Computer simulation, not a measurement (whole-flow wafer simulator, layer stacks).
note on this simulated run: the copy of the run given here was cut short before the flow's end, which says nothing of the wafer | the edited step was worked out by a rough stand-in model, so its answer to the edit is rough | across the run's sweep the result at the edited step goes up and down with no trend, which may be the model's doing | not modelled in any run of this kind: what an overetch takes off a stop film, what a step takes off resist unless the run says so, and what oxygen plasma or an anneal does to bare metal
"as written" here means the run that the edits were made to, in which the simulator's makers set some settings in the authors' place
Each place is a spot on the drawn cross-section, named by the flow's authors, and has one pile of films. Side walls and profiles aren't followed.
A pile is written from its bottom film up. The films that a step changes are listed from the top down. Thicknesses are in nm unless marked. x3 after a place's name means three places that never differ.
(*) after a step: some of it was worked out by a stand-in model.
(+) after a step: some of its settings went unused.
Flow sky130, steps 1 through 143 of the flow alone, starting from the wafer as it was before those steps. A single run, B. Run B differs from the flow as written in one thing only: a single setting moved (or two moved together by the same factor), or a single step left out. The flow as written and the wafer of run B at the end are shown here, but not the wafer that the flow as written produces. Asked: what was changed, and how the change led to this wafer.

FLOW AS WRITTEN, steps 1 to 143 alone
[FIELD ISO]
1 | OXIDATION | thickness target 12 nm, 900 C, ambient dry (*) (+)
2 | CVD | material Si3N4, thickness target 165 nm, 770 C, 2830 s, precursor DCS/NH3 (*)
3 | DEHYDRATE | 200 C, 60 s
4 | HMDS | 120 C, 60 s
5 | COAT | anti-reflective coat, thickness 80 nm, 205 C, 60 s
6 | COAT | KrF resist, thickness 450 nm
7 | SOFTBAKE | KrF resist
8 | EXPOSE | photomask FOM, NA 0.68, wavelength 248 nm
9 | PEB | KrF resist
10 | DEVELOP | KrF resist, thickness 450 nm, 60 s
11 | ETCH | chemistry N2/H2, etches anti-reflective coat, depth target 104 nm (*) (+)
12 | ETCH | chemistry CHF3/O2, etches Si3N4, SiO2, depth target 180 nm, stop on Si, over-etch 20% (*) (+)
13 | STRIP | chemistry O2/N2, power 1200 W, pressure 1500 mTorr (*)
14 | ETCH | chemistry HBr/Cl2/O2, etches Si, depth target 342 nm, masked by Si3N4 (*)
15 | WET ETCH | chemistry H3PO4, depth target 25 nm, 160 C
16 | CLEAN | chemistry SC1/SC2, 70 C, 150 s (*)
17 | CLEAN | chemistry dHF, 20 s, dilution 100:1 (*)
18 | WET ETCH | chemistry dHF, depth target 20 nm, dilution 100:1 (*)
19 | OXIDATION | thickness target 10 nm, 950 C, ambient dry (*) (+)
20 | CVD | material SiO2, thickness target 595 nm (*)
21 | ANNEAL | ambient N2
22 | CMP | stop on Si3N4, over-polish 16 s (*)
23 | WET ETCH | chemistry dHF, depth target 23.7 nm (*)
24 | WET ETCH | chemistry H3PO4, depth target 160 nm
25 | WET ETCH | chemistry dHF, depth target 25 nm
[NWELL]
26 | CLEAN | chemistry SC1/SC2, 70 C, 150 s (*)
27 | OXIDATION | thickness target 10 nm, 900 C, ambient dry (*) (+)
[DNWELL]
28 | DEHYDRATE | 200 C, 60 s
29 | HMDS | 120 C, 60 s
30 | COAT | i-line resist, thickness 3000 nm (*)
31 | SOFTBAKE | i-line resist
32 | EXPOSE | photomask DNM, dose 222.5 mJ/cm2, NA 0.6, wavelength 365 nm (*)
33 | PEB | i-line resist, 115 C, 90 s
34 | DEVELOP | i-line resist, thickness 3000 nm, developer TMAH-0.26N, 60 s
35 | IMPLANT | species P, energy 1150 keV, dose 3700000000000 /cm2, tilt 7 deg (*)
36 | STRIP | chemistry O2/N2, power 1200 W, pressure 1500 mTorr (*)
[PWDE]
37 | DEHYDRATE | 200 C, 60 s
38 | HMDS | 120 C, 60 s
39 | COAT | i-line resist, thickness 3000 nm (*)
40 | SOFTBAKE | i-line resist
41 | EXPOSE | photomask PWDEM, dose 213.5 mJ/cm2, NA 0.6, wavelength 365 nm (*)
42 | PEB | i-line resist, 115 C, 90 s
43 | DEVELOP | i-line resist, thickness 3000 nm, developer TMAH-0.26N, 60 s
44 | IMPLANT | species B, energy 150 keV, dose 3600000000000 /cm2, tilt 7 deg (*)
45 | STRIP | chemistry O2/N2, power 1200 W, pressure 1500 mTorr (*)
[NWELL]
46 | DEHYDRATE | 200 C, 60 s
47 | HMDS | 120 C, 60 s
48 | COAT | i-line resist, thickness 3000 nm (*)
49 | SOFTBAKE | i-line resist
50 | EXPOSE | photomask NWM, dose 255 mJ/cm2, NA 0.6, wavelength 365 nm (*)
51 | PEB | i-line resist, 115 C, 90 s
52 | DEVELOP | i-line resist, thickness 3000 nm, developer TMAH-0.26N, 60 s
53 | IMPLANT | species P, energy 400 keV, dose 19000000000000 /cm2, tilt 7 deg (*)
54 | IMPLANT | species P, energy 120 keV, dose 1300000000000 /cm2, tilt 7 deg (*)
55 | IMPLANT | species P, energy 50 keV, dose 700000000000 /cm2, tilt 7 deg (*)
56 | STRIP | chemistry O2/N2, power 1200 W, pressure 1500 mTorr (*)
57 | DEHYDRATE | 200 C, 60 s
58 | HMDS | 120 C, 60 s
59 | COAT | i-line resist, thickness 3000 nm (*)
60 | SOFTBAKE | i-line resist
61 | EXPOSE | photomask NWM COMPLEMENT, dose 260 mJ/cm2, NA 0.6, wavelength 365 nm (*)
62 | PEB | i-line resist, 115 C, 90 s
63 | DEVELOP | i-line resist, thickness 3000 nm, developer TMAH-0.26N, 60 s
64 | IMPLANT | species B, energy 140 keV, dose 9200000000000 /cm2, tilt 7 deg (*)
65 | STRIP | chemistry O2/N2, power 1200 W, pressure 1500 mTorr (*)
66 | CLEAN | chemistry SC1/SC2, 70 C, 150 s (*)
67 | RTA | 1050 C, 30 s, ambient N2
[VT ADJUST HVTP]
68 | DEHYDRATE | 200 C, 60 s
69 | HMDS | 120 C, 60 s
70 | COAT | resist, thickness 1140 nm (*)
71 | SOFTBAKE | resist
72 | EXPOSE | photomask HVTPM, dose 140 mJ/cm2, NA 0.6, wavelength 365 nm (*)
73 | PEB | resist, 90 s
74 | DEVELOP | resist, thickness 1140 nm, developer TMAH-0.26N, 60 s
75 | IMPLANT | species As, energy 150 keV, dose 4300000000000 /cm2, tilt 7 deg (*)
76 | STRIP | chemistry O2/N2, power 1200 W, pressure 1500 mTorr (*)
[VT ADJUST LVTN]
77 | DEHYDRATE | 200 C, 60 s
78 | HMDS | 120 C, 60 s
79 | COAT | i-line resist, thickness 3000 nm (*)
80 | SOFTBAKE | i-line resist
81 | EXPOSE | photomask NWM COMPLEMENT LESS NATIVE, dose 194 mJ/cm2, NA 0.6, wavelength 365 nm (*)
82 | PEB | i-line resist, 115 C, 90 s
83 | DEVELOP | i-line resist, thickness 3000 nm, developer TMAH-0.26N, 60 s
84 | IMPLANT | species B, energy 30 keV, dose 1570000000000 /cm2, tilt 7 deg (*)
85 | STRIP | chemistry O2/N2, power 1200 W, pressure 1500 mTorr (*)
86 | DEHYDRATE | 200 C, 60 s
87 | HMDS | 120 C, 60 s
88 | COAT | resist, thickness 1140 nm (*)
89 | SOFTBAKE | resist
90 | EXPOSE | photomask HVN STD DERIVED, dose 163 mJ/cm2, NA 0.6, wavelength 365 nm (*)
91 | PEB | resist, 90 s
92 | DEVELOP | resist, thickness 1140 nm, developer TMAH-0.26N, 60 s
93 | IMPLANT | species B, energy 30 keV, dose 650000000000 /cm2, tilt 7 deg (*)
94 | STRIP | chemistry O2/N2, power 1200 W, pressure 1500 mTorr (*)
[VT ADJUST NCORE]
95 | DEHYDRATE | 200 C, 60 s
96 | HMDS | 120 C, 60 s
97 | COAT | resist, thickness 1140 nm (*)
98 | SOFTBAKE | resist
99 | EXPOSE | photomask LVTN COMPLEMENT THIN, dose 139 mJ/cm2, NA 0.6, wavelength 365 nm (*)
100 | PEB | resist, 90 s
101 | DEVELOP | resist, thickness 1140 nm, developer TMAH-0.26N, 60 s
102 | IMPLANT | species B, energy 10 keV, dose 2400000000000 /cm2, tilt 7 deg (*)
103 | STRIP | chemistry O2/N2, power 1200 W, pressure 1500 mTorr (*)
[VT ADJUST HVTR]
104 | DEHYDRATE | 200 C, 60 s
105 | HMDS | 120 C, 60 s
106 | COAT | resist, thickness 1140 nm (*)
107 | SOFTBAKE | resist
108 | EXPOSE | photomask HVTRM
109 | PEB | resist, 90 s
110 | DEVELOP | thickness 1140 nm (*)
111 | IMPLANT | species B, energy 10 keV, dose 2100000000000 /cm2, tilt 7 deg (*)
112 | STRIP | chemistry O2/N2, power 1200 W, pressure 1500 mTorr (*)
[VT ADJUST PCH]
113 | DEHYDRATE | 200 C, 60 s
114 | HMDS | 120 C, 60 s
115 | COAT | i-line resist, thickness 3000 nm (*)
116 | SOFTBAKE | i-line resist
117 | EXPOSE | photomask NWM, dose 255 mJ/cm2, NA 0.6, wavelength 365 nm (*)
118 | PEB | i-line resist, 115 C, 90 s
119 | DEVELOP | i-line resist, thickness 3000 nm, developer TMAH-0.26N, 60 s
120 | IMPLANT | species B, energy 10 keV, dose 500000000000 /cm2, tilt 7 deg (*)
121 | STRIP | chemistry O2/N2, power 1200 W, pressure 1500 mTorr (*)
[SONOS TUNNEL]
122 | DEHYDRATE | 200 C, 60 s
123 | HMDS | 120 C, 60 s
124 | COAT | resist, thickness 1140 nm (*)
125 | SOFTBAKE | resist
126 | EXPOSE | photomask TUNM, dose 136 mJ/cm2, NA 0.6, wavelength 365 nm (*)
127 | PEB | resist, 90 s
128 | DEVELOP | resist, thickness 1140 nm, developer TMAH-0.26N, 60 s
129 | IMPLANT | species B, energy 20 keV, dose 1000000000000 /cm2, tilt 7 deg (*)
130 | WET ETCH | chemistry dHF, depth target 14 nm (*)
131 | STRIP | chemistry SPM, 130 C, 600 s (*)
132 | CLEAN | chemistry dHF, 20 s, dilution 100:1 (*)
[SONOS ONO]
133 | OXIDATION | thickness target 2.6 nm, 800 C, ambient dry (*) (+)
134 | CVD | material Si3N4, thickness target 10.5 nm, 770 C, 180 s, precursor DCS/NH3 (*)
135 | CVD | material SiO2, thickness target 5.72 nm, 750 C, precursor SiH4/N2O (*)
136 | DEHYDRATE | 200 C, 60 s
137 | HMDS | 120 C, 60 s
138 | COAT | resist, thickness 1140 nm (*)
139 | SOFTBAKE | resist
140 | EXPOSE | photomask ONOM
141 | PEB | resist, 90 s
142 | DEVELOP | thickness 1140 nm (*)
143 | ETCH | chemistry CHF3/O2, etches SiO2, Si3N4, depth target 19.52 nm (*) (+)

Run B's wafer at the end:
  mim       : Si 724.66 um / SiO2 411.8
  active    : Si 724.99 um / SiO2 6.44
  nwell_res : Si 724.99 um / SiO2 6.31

The reason: step 133, OXIDATION: thickness target 3.02 nm was run, whereas the flow has thickness target 2.6 nm.

The path from the change to this, step by step:
  133 | OXIDATION | thickness target 2.6 nm, 800 C, ambient dry (*) (+)
      active, p_well x5, gate and 67 more: +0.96 SiO2, -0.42 Si (in the flow as written it would be: +1.76 SiO2, -0.77 Si)
      nwell_res, pplus_nw, gate_p and 22 more: +0.96 SiO2, -0.42 Si (in the flow as written it would be: +1.77 SiO2, -0.78 Si)
